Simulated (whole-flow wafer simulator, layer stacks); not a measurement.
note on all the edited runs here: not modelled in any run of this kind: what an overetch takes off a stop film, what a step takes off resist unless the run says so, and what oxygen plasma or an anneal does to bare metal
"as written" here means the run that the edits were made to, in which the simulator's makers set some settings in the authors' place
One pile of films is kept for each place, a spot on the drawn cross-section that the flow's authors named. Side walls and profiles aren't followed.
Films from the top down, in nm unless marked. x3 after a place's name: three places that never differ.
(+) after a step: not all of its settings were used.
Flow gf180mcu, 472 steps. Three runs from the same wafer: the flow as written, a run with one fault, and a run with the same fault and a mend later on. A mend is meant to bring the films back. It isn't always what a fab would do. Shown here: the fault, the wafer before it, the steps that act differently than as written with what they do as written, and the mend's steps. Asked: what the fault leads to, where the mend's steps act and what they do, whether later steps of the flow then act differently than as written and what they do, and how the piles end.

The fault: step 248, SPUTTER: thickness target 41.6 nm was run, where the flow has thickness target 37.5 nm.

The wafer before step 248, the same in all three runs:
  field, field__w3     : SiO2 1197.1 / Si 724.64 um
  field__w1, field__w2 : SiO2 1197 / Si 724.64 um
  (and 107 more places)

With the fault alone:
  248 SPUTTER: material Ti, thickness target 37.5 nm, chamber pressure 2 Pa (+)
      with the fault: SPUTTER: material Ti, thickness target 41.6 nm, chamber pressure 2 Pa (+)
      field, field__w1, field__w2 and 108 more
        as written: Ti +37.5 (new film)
        with the fault: Ti +41.6 (new film)
  Later steps of the flow that act differently than as written (1 more step differs only slightly, by at most 2% or 0.5 nm, whichever is larger, and isn't shown):
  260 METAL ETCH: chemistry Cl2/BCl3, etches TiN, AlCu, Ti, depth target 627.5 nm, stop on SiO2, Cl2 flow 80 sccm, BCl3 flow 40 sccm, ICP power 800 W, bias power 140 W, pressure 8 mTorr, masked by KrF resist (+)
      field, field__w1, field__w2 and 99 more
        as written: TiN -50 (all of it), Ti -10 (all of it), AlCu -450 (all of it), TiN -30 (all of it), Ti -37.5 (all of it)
        with the fault: TiN -50 (all of it), Ti -10 (all of it), AlCu -450 (all of it), TiN -30 (all of it), Ti -41.6 (all of it)
  At the end the piles differ from the flow's by more than 2% or 0.5 nm, whichever is larger, at field__w8, contact, m1 and 6 more.
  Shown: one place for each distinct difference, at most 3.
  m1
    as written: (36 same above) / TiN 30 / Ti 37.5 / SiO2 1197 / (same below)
    with the fault: (36 same above) / TiN 30 / Ti 41.6 / SiO2 1197 / (same below)
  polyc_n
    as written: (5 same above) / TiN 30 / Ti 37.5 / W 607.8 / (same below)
    with the fault: (5 same above) / TiN 30 / Ti 41.6 / W 607.8 / (same below)
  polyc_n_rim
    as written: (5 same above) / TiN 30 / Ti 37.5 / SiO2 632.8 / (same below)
    with the fault: (5 same above) / TiN 30 / Ti 41.6 / SiO2 632.8 / (same below)

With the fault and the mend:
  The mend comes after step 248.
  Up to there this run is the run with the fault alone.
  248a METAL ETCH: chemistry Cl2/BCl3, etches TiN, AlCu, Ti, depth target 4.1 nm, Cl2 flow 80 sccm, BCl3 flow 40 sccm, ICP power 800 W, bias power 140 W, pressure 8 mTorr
      field, field__w1, field__w2 and 108 more
        Ti -4.1
  No later step of the flow acts differently than as written at any place that is followed.
  At the end the piles are the same as the flow's at every place that both follow.
